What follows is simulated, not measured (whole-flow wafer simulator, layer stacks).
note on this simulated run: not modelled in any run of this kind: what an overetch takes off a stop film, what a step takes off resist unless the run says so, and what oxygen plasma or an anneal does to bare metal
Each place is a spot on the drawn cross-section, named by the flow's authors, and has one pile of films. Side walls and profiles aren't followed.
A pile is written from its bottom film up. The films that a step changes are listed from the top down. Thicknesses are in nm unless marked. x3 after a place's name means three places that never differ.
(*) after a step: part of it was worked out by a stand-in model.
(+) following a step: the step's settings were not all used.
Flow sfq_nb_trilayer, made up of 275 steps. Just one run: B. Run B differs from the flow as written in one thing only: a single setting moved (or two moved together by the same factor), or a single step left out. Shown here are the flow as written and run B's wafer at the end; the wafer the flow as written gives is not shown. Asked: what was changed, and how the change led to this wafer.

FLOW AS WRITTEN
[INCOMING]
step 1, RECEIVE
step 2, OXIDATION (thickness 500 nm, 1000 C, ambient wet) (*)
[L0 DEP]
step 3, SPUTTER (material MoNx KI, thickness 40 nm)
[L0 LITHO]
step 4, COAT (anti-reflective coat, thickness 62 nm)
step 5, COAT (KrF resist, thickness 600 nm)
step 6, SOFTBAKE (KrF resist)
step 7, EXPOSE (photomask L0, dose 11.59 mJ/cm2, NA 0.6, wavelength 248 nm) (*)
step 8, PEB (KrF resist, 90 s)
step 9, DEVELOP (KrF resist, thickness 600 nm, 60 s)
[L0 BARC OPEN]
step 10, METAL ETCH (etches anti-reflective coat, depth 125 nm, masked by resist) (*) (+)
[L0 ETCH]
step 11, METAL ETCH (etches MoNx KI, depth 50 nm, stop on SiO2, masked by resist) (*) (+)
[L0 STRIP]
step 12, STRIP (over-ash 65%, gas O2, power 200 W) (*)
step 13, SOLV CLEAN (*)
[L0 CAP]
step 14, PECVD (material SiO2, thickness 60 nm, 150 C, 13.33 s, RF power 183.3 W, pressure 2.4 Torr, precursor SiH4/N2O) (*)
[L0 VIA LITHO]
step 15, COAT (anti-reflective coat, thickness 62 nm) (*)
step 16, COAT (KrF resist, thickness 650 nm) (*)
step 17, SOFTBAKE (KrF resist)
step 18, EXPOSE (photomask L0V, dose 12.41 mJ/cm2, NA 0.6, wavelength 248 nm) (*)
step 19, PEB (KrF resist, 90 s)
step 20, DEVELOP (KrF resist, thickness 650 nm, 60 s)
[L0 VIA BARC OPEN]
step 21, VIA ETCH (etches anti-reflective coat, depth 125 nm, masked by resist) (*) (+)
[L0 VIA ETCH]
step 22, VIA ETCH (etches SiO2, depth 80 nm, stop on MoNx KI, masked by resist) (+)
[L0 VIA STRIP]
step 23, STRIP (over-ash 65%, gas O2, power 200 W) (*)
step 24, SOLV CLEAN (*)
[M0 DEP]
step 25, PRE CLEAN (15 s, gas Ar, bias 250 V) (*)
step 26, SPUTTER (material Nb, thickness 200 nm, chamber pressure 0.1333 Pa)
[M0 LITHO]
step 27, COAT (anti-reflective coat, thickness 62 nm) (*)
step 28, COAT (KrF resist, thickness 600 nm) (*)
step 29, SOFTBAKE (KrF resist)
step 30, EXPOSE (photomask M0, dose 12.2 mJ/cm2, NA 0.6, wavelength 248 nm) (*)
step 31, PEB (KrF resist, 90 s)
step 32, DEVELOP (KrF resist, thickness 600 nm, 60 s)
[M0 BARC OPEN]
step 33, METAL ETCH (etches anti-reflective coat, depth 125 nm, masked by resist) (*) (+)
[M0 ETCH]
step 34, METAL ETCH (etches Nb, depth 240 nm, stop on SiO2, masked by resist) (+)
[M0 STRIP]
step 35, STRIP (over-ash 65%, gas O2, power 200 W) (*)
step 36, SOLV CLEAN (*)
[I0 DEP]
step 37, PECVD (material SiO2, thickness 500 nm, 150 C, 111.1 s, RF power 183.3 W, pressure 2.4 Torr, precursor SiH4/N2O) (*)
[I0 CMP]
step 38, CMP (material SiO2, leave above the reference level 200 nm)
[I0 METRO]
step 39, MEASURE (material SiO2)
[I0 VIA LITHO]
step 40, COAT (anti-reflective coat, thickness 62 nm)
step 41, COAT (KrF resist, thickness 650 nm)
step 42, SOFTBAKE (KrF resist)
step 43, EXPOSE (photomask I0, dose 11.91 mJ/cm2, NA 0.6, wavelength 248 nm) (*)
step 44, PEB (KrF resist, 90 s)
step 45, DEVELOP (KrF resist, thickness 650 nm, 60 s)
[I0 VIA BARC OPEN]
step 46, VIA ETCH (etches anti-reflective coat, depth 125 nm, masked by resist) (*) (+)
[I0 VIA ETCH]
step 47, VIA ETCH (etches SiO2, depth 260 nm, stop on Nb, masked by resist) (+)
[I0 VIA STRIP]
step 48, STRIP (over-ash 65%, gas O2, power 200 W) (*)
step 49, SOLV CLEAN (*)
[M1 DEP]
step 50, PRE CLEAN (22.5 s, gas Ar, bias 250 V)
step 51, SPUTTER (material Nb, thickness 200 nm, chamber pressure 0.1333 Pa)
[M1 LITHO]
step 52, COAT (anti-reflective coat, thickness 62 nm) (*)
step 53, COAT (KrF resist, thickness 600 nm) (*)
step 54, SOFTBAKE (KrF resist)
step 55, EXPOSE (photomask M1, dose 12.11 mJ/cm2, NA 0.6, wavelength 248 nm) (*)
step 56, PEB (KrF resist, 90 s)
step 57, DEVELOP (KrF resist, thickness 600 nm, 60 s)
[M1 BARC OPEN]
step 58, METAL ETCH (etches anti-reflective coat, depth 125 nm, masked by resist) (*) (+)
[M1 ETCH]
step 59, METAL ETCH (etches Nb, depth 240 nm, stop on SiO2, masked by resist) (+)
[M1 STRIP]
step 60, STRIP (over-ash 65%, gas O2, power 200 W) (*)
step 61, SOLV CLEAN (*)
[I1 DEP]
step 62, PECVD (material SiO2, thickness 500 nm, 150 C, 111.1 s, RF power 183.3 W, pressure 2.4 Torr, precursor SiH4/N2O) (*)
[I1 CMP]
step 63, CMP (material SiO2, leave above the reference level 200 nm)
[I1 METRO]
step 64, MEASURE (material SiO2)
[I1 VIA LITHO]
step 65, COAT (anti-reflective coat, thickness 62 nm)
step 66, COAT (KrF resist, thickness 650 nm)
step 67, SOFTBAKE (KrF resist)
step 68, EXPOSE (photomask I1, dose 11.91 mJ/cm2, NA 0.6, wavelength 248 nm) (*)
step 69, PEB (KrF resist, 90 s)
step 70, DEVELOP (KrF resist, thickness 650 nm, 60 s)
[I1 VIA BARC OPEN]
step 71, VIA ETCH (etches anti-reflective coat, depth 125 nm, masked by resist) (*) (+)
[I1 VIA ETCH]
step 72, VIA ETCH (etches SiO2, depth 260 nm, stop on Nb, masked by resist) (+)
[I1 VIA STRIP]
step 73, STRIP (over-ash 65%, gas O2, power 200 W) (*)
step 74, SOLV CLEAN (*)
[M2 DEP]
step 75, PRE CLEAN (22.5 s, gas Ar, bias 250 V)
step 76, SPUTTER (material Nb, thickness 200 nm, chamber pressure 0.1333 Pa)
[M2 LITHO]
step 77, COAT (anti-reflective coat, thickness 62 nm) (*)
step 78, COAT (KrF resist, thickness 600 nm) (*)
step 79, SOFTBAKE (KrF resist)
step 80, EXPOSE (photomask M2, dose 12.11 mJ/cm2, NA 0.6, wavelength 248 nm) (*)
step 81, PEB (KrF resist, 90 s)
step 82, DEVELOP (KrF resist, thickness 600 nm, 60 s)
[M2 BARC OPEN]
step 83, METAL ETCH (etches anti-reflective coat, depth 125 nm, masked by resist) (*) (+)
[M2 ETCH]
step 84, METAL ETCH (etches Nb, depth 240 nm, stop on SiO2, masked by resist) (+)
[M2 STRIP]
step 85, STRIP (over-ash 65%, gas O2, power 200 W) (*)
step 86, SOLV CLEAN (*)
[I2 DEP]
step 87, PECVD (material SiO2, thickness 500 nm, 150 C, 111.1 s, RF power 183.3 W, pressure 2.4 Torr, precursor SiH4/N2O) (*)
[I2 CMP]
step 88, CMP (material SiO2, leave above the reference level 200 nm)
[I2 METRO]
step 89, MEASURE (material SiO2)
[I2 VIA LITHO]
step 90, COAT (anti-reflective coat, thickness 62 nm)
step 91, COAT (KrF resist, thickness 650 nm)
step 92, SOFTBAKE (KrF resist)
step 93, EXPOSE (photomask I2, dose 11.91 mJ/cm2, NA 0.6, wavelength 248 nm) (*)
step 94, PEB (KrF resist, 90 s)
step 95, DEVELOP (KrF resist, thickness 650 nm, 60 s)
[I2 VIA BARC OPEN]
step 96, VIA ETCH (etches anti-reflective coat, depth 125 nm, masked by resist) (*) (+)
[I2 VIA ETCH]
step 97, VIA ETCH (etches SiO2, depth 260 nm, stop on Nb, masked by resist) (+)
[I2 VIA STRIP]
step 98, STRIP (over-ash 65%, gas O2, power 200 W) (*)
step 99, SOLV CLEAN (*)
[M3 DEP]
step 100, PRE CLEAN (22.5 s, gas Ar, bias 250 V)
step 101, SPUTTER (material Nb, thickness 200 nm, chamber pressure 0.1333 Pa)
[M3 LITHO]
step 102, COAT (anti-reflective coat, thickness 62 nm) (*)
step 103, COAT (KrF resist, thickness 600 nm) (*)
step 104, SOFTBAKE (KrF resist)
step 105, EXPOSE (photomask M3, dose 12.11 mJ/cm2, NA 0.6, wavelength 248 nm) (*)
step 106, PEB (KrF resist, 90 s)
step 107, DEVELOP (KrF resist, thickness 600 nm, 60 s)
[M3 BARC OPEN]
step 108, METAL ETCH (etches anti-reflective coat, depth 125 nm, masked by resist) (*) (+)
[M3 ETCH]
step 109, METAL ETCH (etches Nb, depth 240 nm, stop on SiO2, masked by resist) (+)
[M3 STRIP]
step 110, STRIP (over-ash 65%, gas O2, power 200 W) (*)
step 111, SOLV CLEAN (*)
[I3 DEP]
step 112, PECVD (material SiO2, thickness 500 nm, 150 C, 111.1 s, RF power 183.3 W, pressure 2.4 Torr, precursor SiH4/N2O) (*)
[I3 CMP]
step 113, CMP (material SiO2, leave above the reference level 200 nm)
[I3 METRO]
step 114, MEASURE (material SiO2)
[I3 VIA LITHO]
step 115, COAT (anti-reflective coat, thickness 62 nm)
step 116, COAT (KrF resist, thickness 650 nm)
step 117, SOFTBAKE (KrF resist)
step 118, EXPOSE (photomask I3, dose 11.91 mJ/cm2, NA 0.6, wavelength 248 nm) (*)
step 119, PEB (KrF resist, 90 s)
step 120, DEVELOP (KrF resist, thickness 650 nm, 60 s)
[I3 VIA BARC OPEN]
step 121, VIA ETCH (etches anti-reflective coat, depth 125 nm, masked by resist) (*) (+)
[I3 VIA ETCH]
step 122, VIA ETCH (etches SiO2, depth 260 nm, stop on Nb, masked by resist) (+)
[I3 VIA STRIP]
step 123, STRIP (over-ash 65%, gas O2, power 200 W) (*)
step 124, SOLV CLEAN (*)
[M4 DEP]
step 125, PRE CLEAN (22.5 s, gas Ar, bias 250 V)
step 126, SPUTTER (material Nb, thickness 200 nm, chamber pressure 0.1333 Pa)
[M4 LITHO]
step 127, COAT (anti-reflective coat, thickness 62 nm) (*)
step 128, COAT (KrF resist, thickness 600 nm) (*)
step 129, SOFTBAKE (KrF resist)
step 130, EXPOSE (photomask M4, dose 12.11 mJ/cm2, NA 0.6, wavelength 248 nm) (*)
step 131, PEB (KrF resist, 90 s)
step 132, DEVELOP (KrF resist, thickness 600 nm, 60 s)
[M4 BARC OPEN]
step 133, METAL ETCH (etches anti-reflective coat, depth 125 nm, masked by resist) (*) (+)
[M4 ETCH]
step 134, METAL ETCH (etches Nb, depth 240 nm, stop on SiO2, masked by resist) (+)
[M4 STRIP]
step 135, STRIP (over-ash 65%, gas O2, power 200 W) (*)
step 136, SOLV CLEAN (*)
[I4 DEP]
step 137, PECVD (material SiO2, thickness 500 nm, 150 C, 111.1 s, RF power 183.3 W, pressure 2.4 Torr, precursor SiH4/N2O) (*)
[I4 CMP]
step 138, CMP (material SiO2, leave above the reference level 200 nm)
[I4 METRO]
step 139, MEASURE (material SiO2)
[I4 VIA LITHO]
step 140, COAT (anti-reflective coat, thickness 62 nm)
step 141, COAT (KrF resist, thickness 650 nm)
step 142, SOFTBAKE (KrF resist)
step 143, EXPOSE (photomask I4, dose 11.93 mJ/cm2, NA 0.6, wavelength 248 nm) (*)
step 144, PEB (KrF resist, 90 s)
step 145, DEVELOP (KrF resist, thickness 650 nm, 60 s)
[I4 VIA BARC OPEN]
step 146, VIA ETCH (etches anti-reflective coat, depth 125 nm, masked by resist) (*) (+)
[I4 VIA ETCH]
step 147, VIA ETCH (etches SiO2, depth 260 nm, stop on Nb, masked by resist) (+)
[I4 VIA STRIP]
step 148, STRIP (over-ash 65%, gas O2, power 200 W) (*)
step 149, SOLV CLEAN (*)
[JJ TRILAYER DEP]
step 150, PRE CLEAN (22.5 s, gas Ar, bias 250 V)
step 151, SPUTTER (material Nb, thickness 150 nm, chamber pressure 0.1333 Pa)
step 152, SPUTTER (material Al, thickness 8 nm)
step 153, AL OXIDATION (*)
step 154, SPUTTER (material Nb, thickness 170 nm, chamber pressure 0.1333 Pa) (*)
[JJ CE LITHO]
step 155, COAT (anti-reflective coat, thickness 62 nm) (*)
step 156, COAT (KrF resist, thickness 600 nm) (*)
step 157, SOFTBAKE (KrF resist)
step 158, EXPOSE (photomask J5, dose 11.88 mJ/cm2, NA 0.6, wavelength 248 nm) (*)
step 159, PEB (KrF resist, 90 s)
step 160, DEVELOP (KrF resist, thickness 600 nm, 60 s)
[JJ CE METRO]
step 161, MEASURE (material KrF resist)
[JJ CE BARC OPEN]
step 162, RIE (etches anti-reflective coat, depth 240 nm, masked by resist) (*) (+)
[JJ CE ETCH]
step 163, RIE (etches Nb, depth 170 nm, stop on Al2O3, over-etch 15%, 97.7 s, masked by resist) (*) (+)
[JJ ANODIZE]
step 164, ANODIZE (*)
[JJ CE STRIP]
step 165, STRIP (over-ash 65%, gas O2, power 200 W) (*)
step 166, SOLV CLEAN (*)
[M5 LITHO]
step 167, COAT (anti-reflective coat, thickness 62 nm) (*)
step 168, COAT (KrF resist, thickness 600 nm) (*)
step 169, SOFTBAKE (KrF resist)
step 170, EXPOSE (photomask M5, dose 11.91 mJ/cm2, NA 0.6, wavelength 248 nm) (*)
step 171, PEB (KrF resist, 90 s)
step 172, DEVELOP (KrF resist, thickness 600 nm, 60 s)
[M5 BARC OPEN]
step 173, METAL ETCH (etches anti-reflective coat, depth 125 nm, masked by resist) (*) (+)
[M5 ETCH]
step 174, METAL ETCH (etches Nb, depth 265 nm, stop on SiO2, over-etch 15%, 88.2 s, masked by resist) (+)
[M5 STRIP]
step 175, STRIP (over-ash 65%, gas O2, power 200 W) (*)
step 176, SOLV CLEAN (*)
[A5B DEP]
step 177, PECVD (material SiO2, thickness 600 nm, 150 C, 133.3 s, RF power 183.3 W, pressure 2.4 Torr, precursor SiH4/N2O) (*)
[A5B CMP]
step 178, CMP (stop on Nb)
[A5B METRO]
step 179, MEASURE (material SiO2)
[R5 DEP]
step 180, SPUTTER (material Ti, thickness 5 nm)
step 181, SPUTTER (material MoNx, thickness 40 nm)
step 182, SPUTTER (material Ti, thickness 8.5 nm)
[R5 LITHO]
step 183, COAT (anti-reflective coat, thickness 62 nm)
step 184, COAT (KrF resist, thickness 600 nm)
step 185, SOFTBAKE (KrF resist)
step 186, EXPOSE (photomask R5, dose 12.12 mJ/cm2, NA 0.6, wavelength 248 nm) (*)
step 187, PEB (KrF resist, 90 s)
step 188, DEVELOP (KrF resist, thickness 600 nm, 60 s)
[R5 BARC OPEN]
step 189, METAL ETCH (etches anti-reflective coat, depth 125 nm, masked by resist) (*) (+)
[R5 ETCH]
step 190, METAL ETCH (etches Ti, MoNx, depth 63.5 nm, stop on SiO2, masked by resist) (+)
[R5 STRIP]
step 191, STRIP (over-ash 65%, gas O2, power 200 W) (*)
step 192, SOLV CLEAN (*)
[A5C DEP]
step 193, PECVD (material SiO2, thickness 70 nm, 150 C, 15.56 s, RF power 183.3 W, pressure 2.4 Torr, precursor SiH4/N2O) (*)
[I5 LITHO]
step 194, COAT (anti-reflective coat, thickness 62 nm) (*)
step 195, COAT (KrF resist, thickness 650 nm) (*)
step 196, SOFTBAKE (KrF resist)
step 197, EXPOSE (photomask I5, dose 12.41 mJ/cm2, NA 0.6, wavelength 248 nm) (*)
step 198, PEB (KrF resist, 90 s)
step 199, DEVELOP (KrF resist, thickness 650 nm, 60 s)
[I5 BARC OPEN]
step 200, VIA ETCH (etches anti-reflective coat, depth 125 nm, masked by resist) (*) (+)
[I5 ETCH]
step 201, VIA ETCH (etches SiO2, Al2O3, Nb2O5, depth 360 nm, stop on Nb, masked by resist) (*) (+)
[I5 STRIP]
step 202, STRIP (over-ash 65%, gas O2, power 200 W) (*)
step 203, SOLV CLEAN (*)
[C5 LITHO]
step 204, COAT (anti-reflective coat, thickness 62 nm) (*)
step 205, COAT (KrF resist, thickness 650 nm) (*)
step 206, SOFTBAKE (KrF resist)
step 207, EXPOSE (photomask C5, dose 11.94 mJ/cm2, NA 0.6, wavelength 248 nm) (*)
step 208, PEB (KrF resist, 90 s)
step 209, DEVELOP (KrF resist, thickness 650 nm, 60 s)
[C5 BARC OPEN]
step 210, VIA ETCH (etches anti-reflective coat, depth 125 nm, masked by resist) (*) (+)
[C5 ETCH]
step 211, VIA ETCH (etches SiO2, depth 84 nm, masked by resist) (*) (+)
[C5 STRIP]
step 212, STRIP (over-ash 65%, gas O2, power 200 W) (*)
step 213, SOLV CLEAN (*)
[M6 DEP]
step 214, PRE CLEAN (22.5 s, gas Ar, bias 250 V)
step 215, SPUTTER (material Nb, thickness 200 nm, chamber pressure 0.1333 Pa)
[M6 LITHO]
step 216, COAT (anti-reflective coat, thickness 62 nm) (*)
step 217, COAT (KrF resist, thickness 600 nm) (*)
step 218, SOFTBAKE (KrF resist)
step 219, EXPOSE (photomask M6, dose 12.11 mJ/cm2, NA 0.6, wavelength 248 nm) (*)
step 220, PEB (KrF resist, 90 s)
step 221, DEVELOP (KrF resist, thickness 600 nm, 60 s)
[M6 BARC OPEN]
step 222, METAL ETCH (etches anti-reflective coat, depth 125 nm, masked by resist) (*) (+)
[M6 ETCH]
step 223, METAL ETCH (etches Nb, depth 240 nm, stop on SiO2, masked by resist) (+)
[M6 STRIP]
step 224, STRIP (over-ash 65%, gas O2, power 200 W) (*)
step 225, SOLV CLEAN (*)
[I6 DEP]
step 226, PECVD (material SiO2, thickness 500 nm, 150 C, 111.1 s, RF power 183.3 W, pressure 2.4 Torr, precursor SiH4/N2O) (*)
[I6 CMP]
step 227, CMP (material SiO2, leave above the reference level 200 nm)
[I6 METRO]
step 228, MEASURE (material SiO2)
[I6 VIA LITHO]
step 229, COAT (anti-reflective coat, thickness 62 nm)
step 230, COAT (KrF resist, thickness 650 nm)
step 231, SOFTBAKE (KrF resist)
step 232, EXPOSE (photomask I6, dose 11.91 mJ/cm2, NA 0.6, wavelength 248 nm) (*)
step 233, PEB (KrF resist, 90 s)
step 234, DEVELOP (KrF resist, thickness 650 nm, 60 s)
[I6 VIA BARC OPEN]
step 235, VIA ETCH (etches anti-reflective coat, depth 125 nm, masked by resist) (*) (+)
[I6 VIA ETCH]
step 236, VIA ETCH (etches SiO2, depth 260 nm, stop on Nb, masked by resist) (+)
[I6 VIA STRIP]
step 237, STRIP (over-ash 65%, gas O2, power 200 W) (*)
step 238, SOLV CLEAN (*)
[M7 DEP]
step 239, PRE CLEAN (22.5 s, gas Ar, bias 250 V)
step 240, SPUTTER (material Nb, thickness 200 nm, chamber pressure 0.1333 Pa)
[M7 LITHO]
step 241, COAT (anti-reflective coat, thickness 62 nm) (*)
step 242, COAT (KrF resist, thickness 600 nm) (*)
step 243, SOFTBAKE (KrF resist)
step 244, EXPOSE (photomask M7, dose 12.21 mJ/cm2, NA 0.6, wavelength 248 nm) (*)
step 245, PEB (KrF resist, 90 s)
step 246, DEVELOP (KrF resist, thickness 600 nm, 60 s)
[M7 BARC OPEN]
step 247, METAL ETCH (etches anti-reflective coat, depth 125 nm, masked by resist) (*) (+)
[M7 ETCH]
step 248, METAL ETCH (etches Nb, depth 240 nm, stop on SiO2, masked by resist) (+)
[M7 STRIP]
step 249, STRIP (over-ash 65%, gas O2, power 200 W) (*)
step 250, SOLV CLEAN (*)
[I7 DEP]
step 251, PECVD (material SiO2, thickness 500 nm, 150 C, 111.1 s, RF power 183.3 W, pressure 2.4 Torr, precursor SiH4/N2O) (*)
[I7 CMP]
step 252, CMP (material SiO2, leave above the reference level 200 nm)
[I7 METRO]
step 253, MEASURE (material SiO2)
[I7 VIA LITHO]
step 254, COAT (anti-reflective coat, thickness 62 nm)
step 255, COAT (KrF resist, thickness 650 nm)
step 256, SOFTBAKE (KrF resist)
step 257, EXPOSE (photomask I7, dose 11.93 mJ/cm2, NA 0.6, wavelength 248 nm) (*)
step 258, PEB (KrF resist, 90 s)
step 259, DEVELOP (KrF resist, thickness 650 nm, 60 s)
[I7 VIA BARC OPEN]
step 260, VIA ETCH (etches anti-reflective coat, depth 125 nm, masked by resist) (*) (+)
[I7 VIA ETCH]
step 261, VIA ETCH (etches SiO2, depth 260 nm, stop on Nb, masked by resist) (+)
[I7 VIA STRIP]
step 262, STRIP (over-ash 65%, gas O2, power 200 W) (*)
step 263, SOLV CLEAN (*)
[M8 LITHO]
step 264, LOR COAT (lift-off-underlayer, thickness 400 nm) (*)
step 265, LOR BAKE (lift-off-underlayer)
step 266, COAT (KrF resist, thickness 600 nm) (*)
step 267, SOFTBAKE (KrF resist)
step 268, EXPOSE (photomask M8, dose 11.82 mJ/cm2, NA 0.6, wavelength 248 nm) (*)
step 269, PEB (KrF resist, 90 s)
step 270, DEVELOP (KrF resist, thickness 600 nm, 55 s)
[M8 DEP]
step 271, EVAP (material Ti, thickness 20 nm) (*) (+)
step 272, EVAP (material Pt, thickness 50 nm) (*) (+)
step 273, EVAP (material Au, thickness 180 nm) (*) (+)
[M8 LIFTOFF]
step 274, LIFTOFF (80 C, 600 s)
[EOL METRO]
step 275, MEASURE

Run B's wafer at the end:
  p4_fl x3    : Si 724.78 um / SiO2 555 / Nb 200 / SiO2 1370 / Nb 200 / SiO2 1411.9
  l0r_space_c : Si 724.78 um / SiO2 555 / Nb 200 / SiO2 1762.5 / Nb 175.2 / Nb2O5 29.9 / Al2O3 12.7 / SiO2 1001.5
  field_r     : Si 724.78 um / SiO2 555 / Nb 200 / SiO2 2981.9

The reason: step 151, SPUTTER: thickness 186 nm was run, though the flow has thickness 150 nm.

How this came from the change, step by step:
  step 151, SPUTTER (material Nb, thickness 150 nm, chamber pressure 0.1333 Pa)
      field_l, v_sur, via_sp and 100 more: +186 Nb (new film) (it would be, as written: +150 Nb (new film))
      via_wl, via_w, via_wr: +162 Nb (it would be, as written: +130.4 Nb)
  step 155, COAT (anti-reflective coat, thickness 62 nm) (*)
      via_wl, via_wr: +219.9 anti-reflective coat (new film) (it would be, as written: +209.4 anti-reflective coat (new film))
      via_w: +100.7 anti-reflective coat (new film) (it would be, as written: +97.4 anti-reflective coat (new film))
  step 162, RIE (etches anti-reflective coat, depth 240 nm, masked by resist) (*) (+)
      ce_l, c5j, ce_r, wl_jj: -219.9 KrF resist (it would be, as written: -209.4 KrF resist)
      via_wl, via_wr: -219.9 anti-reflective coat (all of it) (it would be, as written: -209.4 anti-reflective coat (all of it))
      (also at 1 further place)
  step 165, STRIP (over-ash 65%, gas O2, power 200 W) (*)
      ce_l: -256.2 KrF resist (all of it), -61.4 anti-reflective coat (all of it) (it would be, as written: -266.8 KrF resist (all of it), -61.4 anti-reflective coat (all of it))
      c5j: -256.3 KrF resist (all of it), -61.5 anti-reflective coat (all of it) (it would be, as written: -266.9 KrF resist (all of it), -61.5 anti-reflective coat (all of it))
      (also at 2 further places)
  step 167, COAT (anti-reflective coat, thickness 62 nm) (*)
      via_wl: +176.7 anti-reflective coat (new film) (it would be, as written: +170.5 anti-reflective coat (new film))
      via_w: +86 anti-reflective coat (new film) (it would be, as written: +84.1 anti-reflective coat (new film))
      (also at 1 further place)
  step 174, METAL ETCH (etches Nb, depth 265 nm, stop on SiO2, over-etch 15%, 88.2 s, masked by resist) (+)
      field_l, r_sur, res and 49 more: -12.6 Al2O3 (all of it), -29.9 Nb2O5 (all of it), -175.2 Nb (all of it), -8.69 SiO2 (it would be, as written: -12.6 Al2O3 (all of it), -29.9 Nb2O5 (all of it), -139.2 Nb (all of it), -12.3 SiO2)
      wl_a_sl: -12.6 Al2O3 (all of it), -29.9 Nb2O5 (all of it), -175.2 Nb (all of it), -8.7 SiO2 (it would be, as written: -12.6 Al2O3 (all of it), -29.9 Nb2O5 (all of it), -139.2 Nb (all of it), -12.3 SiO2)
  step 175, STRIP (over-ash 65%, gas O2, power 200 W) (*)
      via_wl: -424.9 KrF resist (all of it), -176.7 anti-reflective coat (all of it) (it would be, as written: -427 KrF resist (all of it), -170.5 anti-reflective coat (all of it))
      via_w: -505.3 KrF resist (all of it), -86 anti-reflective coat (all of it) (it would be, as written: -503.5 KrF resist (all of it), -84.1 anti-reflective coat (all of it))
      (also at 1 further place)
  step 178, CMP (stop on Nb)
      field_l, p4_fl x3, p4_w1 x9 and 29 more: -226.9 SiO2 (it would be, as written: -259.3 SiO2)
      r_sur, res, r_end, moat, field_r, lsp_l: -218.7 SiO2 (it would be, as written: -252.3 SiO2)
      (also at 5 further places)
